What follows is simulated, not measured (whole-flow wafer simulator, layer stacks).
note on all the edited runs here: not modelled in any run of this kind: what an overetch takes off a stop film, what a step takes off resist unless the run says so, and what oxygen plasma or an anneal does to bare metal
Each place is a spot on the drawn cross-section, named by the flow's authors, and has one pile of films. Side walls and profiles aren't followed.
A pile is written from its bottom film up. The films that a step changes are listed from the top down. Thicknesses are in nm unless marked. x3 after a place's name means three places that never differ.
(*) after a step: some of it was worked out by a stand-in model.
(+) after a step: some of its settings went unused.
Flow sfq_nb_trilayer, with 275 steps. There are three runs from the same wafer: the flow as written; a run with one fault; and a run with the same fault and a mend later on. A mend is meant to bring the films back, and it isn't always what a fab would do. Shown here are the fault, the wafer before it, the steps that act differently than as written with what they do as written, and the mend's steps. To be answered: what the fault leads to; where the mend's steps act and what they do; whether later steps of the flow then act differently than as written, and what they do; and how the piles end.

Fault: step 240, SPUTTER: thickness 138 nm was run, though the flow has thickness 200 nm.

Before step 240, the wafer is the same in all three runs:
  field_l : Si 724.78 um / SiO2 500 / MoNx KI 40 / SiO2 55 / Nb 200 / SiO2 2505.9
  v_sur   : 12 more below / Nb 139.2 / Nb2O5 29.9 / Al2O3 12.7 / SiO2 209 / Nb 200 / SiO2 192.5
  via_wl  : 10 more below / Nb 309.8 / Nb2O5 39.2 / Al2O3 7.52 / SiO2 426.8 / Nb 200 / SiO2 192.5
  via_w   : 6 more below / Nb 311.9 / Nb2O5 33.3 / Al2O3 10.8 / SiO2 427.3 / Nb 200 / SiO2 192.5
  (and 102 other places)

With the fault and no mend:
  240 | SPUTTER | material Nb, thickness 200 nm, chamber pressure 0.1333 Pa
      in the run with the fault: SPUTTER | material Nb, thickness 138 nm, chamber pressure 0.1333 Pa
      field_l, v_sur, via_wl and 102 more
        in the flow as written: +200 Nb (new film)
        in the run with the fault: +138 Nb (new film)
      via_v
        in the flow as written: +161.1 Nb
        in the run with the fault: +111 Nb
  Steps further on in the flow that do not act as written (3 more steps, not shown, differ only slightly: by at most 2% or 0.5 nm, whichever is larger):
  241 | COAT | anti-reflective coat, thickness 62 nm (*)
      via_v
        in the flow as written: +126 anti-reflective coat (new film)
        in the run with the fault: +122.4 anti-reflective coat (new film)
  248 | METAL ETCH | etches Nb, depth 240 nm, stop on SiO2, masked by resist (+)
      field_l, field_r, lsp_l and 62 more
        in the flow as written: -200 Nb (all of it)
        in the run with the fault: -138 Nb (all of it)
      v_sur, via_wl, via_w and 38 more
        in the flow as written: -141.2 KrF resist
        in the run with the fault: -121.8 KrF resist
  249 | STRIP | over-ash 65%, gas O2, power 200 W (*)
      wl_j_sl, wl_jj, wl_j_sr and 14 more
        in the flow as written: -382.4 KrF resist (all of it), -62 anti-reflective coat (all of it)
        in the run with the fault: -401.8 KrF resist (all of it), -62 anti-reflective coat (all of it)
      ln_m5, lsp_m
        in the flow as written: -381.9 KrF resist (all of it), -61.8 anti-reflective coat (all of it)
        in the run with the fault: -401.3 KrF resist (all of it), -61.8 anti-reflective coat (all of it)
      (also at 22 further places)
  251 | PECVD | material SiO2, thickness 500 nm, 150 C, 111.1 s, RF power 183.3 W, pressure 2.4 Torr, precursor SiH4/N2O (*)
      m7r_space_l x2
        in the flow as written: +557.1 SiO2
        in the run with the fault: +500 SiO2
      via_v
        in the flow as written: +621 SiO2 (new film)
        in the run with the fault: +602.5 SiO2 (new film)
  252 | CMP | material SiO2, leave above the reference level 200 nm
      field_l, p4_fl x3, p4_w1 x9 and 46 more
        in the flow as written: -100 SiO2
        in the run with the fault: -162 SiO2
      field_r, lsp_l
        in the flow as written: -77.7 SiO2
        in the run with the fault: -146.6 SiO2
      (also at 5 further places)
  By the end, the piles at field_l, v_sur, via_wl and 103 more depart from the flow's by more than 2% or 0.5 nm, whichever is larger.
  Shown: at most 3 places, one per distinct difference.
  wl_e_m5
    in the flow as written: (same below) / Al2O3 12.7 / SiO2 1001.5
    in the run with the fault: (same below) / Al2O3 12.7 / SiO2 939.5
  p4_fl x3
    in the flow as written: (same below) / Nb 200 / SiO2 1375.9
    in the run with the fault: (same below) / Nb 200 / SiO2 1313.9
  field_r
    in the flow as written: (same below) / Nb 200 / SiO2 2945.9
    in the run with the fault: (same below) / Nb 200 / SiO2 2883.9

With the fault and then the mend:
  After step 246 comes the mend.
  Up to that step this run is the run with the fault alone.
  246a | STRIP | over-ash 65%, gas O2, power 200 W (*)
      p4_fl x3, p4_w1 x9, p4_g1 x2 and 46 more
        -62 anti-reflective coat (all of it)
      wl_j_sl, wl_jj, wl_j_sr and 14 more
        -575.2 KrF resist (all of it), -62 anti-reflective coat (all of it)
      field_r, lsp_l, l0_sur, l0v
        -61.8 anti-reflective coat (all of it)
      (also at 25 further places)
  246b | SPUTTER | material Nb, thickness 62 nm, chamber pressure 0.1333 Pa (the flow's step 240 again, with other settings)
      field_l, v_sur, via_wl and 102 more
        +62 Nb
      via_v
        +46.5 Nb
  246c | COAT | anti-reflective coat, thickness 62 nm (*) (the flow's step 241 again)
      p4_fl x3, p4_w1 x9, p4_g1 x2 and 63 more
        +62 anti-reflective coat (new film)
      field_r, lsp_l, ln_m5, lsp_m, ln_m6, lsp_r, l0_sur, l0v
        +61.8 anti-reflective coat (new film)
      be_r, r_sur, res, r_end, moat
        +61.7 anti-reflective coat (new film)
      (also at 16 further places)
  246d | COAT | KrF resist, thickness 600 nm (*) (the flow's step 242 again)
      p4_fl x3, p4_w1 x9, p4_g1 x2 and 63 more
        +600 KrF resist (new film)
      field_r, lsp_l, ln_m5, lsp_m, ln_m6, l0v
        +599.5 KrF resist (new film)
      r_end, moat
        +599.4 KrF resist (new film)
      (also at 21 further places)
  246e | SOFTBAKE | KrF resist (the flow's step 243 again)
      leaves every film unchanged at each place that is followed
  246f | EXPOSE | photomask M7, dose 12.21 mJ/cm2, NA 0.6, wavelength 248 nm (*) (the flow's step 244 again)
      leaves every film unchanged at each place that is followed
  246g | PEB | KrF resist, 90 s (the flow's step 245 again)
      field_l, v_sur, via_wl and 97 more
        -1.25 KrF resist
      via_w, via_wr, wire, be
        -1.24 KrF resist
      via_sp
        -1.23 KrF resist
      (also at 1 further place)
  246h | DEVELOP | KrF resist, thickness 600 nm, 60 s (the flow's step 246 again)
      p4_fl x3, p4_w1 x9, p4_g1 x2 and 46 more
        -598.7 KrF resist (all of it)
      v_sur, via_wl, via_w and 38 more
        -23.5 KrF resist
      field_r, lsp_l
        -598.2 KrF resist (all of it)
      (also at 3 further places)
  Every later step of the flow that is run acts as written, at every place that is followed, to within 2% or 0.5 nm, whichever is larger.
  When the end is reached, the piles differ only a little from the flow's at the places that both follow, at most by 2% or 0.5 nm, whichever is larger.
